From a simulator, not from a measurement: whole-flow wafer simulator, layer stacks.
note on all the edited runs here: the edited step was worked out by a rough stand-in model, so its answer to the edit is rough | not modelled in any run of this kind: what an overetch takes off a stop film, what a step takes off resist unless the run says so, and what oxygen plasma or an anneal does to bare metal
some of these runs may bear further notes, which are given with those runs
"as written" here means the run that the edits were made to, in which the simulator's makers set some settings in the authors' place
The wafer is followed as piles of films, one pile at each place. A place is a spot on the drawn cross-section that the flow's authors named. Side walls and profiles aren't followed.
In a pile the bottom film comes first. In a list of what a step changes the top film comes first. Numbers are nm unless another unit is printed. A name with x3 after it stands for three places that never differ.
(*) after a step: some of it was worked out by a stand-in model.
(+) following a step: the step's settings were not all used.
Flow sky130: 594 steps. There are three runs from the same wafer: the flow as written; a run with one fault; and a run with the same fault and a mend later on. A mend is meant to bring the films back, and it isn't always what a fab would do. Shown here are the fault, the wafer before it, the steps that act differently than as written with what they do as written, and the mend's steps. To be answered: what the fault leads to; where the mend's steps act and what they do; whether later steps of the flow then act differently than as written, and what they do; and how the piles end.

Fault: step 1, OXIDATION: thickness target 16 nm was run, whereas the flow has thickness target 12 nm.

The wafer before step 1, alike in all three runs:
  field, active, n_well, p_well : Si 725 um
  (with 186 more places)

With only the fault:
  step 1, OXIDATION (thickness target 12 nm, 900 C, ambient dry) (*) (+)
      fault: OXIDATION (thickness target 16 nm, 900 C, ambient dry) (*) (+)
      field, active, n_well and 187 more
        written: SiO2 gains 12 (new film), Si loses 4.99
        fault: SiO2 gains 16 (new film), Si loses 6.75
  Steps further on in the flow that do not act as written (not shown: 123 more steps that differ only slightly, by at most 2% or 0.5 nm, whichever is larger):
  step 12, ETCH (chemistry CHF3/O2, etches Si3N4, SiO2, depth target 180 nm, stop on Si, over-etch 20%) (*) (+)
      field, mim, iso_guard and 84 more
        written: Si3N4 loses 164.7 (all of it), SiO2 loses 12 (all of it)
        fault: Si3N4 loses 164.7 (all of it), SiO2 loses 15.3
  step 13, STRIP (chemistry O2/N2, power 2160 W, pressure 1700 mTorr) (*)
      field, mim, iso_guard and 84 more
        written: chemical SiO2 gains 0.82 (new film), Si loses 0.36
        fault: nothing
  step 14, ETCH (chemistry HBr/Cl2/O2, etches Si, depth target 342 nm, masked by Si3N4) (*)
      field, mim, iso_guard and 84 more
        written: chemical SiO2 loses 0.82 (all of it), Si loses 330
        fault: SiO2 loses 0.69 (all of it), Si loses 316.2
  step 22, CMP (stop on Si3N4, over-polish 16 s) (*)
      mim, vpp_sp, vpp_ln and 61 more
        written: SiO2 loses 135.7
        fault: SiO2 loses 145.8
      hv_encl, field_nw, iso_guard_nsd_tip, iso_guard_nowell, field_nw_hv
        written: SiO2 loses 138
        fault: SiO2 loses 148.2
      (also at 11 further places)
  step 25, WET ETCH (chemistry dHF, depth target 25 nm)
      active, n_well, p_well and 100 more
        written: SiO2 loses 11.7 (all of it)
        fault: SiO2 loses 15.7 (all of it)
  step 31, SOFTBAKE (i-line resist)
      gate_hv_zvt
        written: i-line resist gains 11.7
        fault: i-line resist gains 12.3
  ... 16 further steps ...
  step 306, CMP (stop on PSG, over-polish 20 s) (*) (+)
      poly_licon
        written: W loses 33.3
        fault: W loses 37.4
  At field, mim, iso_guard and 88 more, the piles at the end differ from the flow's by more than 2% or 0.5 nm, whichever is larger.
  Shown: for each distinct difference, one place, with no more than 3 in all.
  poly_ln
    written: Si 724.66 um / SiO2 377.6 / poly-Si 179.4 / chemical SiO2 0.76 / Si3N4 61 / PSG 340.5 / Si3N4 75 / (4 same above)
    fault: Si 724.67 um / SiO2 367.5 / poly-Si 179.4 / chemical SiO2 0.76 / Si3N4 61 / PSG 336.5 / Si3N4 75 / (4 same above)
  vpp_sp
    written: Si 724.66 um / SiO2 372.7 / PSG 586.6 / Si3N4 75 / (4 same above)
    fault: Si 724.67 um / SiO2 362.6 / PSG 582.6 / Si3N4 75 / (4 same above)
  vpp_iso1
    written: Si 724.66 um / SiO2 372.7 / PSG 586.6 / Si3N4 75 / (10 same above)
    fault: Si 724.67 um / SiO2 362.6 / PSG 582.6 / Si3N4 75 / (10 same above)

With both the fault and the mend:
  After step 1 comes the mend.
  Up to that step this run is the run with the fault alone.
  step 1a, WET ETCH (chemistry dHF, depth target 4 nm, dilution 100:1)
      field, active, n_well and 187 more
        SiO2 loses 4
  Every later step of the flow that is run acts as written at every place that is followed.
  At the end the piles are close to the flow's at the places that both follow, differing by at most 2% or 0.5 nm, whichever is larger.
